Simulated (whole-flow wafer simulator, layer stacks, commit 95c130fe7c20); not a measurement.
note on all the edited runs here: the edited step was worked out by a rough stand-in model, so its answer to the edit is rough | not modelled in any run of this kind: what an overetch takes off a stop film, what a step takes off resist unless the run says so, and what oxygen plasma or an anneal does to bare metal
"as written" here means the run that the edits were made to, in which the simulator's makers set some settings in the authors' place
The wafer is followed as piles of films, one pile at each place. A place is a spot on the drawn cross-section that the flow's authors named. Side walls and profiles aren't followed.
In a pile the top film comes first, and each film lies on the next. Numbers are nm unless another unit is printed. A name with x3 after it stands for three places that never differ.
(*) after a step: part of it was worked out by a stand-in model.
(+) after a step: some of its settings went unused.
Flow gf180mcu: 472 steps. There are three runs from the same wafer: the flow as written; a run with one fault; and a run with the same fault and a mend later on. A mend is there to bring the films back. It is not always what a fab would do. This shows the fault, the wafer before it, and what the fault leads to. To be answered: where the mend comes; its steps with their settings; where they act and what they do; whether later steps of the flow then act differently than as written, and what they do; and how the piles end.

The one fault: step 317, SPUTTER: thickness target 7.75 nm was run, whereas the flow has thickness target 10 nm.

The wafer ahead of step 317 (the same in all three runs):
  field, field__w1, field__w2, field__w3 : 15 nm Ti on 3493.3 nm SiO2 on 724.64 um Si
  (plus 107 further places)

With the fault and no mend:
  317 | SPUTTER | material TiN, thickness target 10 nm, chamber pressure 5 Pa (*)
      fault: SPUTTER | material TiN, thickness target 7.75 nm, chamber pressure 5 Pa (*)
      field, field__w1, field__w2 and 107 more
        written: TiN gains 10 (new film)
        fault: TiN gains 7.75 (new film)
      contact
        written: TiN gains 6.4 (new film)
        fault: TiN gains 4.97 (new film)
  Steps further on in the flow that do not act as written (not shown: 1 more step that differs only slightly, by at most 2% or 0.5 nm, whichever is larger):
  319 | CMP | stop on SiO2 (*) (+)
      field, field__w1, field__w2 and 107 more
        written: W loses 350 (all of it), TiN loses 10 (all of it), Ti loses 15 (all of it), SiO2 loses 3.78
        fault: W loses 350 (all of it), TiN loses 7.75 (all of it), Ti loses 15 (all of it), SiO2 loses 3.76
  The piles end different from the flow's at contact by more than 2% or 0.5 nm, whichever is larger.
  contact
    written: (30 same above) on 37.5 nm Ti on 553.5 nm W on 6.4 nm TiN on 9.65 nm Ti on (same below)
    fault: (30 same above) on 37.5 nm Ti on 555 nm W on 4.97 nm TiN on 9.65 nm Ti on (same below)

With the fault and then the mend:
  After step 317 comes the mend.
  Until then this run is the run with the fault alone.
  317a | SPUTTER | material TiN, thickness target 2.25 nm, chamber pressure 5 Pa (*) (the flow's step 317, run once more with other settings)
      field, field__w1, field__w2 and 107 more
        TiN gains 2.25
      contact
        TiN gains 1.44
  None of the later steps of the flow acts differently than as written at any place that is followed.
  At every place that both follow, the piles at the end match the flow's.
